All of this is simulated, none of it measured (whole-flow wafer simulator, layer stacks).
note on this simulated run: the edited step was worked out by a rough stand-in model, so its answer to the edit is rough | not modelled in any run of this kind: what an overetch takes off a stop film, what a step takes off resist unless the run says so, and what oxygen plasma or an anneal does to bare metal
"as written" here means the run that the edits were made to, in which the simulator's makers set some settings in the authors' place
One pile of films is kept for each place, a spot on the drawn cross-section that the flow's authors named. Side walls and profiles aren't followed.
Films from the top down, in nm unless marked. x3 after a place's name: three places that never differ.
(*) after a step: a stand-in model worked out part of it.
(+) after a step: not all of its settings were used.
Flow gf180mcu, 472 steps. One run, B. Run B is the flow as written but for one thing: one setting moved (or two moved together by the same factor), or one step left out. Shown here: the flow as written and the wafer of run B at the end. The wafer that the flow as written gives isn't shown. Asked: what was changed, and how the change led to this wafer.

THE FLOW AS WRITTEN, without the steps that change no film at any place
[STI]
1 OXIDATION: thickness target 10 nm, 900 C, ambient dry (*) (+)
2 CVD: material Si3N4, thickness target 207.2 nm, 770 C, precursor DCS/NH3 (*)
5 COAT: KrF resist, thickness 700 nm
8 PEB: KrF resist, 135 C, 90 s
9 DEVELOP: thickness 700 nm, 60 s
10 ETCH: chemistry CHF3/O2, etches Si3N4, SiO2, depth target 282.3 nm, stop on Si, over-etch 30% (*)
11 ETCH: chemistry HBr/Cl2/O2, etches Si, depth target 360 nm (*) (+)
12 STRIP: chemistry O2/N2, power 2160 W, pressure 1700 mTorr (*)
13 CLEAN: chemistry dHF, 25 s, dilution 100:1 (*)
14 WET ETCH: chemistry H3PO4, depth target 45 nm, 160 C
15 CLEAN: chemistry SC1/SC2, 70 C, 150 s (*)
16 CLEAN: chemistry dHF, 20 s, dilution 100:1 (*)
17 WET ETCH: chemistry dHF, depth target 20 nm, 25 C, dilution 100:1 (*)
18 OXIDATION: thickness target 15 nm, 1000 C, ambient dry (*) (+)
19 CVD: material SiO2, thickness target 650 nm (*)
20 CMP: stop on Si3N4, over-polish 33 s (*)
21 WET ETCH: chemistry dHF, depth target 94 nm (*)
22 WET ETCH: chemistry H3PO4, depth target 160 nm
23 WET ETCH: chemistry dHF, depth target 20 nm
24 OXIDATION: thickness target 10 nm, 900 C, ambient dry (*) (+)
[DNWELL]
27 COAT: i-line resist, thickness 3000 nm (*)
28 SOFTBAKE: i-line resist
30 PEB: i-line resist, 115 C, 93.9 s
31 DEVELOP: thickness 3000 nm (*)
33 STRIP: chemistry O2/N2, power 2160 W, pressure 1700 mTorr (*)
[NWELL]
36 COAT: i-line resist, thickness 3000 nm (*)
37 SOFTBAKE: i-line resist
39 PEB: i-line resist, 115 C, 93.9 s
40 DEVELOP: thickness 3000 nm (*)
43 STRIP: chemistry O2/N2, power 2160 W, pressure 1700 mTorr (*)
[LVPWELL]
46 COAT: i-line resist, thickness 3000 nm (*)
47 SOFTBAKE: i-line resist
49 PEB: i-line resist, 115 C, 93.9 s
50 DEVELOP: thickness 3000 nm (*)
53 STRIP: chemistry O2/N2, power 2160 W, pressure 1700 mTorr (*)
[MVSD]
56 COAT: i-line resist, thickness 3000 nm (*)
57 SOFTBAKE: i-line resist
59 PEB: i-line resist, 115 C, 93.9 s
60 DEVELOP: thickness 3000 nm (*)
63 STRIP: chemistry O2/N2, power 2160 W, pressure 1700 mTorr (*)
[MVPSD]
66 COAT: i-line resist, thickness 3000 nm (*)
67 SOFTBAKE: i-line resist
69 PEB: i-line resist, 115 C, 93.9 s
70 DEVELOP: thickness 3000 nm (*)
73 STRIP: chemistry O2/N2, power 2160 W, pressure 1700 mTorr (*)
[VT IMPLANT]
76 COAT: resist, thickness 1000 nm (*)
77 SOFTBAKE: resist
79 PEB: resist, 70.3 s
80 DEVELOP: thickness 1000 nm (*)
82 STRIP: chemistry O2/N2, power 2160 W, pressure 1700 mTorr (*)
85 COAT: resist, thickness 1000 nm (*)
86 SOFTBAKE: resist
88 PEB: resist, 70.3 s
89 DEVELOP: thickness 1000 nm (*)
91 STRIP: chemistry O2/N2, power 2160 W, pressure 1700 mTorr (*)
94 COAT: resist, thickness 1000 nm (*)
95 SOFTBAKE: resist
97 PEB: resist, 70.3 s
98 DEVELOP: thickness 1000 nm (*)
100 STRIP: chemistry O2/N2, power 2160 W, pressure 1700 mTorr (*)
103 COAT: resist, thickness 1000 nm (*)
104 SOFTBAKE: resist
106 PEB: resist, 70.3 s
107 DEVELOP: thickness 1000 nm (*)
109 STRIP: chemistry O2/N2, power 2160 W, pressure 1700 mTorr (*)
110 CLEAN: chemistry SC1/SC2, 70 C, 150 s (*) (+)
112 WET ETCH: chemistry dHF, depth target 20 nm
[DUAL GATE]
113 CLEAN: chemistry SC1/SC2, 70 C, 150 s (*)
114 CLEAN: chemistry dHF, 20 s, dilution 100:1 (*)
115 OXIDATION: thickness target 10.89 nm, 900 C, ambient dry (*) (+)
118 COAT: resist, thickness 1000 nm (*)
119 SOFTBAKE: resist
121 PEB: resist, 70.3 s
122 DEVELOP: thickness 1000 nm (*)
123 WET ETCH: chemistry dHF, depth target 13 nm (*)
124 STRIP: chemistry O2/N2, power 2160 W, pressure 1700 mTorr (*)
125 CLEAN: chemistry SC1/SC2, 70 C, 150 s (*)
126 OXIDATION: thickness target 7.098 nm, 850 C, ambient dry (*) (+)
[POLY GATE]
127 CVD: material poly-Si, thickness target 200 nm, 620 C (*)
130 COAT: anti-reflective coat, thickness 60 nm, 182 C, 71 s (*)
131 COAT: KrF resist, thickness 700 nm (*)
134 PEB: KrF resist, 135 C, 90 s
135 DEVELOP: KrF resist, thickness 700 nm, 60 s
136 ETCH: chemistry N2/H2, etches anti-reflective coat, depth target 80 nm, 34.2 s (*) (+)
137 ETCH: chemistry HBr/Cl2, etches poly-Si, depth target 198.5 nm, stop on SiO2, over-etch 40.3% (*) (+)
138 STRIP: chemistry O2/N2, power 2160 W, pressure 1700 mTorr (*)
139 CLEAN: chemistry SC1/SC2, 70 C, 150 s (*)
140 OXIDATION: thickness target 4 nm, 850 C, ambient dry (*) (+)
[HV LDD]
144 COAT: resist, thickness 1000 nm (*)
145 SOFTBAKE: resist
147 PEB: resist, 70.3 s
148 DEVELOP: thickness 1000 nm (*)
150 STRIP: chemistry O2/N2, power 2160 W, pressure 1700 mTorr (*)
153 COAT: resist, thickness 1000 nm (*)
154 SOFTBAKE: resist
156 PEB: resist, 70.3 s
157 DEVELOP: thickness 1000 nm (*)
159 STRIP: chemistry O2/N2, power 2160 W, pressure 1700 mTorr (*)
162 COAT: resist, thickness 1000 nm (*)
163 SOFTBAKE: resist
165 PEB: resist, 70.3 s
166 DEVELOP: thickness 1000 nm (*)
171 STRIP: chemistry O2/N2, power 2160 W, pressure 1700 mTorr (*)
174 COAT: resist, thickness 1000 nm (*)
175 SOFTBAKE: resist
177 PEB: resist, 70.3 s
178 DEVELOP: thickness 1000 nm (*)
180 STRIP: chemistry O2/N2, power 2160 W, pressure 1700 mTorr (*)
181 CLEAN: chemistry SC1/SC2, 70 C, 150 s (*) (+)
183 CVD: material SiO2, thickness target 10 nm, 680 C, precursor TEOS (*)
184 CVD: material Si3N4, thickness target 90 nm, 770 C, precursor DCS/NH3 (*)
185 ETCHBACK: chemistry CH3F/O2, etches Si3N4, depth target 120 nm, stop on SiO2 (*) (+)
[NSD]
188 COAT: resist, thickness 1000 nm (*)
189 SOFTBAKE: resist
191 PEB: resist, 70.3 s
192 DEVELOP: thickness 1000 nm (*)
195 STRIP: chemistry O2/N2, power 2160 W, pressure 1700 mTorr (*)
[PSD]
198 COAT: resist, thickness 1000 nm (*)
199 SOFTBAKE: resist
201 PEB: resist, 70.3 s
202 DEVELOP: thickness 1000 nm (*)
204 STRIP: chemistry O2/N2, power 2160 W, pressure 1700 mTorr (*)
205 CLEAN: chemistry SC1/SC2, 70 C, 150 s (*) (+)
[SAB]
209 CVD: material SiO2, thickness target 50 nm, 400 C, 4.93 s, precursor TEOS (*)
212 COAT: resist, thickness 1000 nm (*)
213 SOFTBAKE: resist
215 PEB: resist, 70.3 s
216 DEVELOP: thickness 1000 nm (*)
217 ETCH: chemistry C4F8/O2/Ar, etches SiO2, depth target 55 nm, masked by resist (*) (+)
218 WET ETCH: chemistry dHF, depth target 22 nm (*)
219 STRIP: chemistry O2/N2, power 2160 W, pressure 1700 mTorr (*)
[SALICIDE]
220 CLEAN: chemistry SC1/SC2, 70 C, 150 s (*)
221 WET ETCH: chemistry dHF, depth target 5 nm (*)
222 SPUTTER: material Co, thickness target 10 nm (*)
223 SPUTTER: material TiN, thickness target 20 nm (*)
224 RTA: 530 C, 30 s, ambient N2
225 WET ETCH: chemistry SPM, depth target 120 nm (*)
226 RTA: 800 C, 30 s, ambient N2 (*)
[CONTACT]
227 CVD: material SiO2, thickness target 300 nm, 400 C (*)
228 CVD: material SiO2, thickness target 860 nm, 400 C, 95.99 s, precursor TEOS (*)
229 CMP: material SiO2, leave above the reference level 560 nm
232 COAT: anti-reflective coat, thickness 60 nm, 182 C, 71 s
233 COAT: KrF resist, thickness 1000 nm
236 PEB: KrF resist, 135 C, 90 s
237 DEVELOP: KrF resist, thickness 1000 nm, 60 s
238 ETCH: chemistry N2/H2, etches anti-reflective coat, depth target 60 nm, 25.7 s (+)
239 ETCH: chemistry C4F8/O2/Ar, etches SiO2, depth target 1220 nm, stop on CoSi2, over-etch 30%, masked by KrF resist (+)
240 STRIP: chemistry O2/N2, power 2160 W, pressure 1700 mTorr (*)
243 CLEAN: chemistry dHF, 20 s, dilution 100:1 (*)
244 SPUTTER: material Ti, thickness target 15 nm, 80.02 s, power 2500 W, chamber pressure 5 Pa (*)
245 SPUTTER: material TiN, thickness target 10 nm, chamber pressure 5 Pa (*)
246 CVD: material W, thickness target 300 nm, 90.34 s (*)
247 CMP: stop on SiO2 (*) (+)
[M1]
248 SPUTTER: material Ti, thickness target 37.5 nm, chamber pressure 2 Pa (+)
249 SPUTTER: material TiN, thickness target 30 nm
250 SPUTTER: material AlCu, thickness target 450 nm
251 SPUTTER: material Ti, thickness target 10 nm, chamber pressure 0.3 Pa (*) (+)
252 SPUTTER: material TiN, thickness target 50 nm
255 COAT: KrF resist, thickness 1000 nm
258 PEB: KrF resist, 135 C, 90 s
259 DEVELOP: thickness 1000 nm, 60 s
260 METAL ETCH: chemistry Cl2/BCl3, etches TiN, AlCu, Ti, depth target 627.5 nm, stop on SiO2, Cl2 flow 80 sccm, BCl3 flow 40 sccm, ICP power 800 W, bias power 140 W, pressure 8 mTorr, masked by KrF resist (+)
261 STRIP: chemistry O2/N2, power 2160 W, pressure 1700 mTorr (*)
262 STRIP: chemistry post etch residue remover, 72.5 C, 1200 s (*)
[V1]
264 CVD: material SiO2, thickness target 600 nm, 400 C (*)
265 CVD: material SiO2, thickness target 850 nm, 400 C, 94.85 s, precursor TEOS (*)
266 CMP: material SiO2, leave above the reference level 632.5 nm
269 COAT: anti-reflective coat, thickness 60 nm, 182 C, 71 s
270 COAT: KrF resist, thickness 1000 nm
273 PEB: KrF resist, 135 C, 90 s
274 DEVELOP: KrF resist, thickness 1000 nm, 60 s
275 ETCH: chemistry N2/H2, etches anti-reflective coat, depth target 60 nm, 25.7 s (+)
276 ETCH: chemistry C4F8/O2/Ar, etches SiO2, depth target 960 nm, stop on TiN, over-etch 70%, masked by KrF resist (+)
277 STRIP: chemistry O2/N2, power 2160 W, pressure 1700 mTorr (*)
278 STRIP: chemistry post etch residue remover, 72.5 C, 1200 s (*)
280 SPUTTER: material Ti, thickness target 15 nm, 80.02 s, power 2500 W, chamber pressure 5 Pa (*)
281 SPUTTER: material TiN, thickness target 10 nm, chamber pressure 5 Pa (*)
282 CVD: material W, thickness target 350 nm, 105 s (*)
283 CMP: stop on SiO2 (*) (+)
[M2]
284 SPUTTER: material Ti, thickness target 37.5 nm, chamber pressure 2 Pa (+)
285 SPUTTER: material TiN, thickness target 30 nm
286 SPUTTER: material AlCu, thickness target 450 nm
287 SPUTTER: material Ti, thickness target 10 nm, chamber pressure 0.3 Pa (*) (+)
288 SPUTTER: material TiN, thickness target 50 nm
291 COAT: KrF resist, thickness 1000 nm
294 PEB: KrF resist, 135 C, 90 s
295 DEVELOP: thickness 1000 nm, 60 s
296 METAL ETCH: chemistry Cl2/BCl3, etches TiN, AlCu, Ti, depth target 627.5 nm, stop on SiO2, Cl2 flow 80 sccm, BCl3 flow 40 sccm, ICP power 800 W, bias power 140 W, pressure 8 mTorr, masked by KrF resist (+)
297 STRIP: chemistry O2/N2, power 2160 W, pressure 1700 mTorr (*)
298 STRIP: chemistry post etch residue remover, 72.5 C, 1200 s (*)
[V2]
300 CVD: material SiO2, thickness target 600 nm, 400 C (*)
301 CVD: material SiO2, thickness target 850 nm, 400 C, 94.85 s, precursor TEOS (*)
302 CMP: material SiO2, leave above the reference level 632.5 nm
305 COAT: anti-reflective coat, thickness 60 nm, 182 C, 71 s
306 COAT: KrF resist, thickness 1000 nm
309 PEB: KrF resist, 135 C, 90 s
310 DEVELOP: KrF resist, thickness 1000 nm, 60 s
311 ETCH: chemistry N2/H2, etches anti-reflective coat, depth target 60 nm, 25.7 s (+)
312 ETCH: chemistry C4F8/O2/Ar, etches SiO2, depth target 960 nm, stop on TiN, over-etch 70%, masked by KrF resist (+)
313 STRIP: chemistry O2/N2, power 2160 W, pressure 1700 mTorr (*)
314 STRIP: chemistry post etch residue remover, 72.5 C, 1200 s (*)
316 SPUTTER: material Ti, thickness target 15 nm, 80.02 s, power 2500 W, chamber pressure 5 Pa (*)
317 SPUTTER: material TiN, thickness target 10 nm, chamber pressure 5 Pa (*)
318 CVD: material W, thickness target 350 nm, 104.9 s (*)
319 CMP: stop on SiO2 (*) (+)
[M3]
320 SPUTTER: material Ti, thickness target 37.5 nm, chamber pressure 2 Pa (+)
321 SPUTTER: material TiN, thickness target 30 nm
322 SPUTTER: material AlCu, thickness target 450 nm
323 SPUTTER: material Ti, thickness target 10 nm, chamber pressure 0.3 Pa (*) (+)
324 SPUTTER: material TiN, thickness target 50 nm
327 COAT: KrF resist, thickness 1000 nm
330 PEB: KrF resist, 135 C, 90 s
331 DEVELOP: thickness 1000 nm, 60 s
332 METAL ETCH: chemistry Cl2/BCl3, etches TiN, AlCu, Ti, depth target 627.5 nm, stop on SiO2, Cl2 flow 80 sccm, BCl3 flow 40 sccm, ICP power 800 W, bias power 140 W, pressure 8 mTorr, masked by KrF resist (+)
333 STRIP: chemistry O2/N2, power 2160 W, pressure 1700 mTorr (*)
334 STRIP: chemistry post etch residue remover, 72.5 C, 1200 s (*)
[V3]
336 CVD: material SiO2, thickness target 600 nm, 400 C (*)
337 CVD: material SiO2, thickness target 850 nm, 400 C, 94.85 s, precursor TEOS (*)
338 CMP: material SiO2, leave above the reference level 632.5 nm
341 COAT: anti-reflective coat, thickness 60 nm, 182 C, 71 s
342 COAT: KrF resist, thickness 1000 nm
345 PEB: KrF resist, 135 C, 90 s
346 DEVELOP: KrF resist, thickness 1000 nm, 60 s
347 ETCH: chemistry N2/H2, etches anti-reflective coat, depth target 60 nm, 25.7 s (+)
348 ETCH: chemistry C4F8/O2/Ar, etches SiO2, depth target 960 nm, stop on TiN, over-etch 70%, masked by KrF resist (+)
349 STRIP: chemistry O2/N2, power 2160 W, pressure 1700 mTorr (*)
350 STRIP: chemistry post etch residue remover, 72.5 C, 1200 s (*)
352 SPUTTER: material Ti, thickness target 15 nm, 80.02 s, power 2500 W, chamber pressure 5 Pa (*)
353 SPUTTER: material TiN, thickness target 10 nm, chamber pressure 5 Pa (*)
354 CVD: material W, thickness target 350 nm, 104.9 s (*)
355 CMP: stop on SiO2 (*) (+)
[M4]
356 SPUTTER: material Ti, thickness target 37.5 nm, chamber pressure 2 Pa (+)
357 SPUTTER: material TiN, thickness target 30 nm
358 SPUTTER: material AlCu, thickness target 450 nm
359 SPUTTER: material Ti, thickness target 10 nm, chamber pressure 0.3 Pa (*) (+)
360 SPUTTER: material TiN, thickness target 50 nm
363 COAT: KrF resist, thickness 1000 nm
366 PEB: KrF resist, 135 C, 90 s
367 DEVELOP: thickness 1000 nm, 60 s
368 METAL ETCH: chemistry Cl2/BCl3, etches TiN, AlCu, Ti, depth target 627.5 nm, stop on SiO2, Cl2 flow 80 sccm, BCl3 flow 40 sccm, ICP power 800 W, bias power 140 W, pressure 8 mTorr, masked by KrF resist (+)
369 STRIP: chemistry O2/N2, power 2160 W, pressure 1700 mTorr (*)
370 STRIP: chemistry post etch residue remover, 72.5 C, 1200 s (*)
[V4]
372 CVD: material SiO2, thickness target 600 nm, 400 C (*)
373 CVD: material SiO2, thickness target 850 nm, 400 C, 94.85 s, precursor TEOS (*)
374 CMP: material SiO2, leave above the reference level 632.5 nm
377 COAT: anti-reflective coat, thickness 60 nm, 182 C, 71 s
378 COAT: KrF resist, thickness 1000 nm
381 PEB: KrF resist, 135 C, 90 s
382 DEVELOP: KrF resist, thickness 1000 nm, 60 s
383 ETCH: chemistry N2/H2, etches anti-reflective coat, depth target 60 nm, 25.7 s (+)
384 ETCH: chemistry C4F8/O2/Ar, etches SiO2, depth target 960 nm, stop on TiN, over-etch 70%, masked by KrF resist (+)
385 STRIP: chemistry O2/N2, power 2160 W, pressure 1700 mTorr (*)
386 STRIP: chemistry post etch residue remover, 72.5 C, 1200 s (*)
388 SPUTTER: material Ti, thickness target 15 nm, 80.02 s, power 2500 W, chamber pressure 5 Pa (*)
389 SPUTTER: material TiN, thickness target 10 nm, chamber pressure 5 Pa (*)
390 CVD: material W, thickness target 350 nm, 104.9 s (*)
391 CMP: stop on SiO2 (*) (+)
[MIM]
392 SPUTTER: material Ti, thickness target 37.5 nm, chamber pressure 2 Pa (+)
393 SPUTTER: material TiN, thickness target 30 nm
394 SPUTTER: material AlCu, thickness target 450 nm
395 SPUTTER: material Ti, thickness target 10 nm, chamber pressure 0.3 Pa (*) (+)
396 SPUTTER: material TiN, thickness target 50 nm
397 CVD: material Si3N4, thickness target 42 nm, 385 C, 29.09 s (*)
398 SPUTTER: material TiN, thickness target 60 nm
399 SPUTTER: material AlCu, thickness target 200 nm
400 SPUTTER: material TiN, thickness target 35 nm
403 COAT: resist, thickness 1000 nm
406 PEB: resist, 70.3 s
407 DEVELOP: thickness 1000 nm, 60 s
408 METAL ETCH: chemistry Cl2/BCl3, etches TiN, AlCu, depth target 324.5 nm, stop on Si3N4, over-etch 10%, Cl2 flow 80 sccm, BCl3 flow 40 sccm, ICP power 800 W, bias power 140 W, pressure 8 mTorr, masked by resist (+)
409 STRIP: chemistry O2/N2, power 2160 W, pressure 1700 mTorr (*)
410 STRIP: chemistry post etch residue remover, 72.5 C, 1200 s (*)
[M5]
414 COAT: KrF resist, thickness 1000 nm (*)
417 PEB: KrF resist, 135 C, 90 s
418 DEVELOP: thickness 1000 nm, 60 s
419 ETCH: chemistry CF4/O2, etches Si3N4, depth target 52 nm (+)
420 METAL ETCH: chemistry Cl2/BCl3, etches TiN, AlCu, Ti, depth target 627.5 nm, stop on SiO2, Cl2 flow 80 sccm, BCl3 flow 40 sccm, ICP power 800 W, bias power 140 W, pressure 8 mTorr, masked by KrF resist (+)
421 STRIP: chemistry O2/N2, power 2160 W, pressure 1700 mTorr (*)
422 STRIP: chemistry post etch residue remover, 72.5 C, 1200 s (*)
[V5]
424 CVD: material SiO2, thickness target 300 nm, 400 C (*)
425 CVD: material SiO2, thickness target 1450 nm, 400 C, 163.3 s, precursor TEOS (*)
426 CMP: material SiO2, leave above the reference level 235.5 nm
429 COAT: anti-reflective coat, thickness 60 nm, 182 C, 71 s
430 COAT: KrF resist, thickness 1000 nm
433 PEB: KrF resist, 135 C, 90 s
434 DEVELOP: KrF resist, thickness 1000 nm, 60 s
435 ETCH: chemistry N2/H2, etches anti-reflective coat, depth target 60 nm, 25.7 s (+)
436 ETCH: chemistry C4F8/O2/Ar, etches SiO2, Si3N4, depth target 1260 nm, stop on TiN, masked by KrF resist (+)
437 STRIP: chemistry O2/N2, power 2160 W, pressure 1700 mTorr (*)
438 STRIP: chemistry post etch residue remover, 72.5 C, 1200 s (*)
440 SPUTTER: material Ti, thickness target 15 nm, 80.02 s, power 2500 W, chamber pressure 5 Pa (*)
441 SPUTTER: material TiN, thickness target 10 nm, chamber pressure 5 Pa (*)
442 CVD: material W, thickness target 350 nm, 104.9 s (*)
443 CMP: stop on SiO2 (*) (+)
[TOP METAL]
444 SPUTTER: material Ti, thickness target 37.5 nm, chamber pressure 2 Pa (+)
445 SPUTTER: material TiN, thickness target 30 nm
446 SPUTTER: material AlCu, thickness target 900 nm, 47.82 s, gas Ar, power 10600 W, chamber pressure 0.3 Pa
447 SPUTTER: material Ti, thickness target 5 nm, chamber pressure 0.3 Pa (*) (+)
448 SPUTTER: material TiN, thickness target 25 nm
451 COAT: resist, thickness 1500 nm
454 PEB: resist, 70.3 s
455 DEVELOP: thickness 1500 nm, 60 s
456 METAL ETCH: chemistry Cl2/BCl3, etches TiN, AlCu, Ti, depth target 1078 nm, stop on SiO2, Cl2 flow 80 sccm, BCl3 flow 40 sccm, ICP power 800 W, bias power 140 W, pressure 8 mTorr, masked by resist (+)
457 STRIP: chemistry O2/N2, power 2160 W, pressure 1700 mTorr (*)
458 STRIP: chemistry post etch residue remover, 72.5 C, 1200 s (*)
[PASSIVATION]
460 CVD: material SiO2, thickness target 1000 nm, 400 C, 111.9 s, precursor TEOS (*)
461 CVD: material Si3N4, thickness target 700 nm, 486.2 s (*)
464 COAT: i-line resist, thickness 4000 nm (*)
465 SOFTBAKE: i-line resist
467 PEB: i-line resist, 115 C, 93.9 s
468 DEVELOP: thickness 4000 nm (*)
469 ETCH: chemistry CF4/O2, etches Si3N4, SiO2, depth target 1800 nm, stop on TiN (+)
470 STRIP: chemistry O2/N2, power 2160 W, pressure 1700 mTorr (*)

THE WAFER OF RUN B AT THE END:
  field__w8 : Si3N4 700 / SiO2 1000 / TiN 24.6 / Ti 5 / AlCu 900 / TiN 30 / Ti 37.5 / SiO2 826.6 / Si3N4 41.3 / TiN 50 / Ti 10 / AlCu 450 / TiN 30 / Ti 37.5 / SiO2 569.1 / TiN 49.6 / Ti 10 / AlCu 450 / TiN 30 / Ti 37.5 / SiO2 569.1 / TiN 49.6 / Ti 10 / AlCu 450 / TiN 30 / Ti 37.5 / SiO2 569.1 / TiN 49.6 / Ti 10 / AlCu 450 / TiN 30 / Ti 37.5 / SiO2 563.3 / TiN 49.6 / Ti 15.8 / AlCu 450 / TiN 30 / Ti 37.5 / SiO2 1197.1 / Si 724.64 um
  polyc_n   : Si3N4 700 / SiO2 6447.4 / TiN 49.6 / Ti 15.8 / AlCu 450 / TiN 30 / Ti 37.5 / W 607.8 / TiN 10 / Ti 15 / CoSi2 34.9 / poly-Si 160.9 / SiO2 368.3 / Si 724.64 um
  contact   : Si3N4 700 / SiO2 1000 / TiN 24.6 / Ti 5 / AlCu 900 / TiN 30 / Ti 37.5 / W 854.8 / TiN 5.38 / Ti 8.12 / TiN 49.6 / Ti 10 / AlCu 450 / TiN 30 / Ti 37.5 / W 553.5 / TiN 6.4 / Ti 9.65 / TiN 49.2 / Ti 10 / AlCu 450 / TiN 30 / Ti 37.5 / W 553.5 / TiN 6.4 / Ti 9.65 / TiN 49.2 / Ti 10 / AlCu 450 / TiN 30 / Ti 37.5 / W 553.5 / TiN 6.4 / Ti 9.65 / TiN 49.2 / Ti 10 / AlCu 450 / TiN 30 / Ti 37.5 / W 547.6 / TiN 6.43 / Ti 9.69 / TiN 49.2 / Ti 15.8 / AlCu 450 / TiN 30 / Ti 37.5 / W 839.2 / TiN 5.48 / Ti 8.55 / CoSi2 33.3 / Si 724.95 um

The cause: step 251, SPUTTER: thickness target 15.8 nm was run, where the flow has thickness target 10 nm.
It can be read off the wafer: field__w8 has Ti 15.8, and step 251 as written asks for 10 nm.

How the change led to this, step by step:
  251 SPUTTER: material Ti, thickness target 10 nm, chamber pressure 0.3 Pa (*) (+)
      field, field__w1, field__w2 and 108 more: Ti +15.8 (new film) (as written it would be: Ti +10 (new film))
  260 METAL ETCH: chemistry Cl2/BCl3, etches TiN, AlCu, Ti, depth target 627.5 nm, stop on SiO2, Cl2 flow 80 sccm, BCl3 flow 40 sccm, ICP power 800 W, bias power 140 W, pressure 8 mTorr, masked by KrF resist (+)
      field, field__w1, field__w2 and 99 more: TiN -50 (all of it), Ti -15.8 (all of it), AlCu -450 (all of it), TiN -30 (all of it), Ti -37.5 (all of it) (as written it would be: TiN -50 (all of it), Ti -10 (all of it), AlCu -450 (all of it), TiN -30 (all of it), Ti -37.5 (all of it))
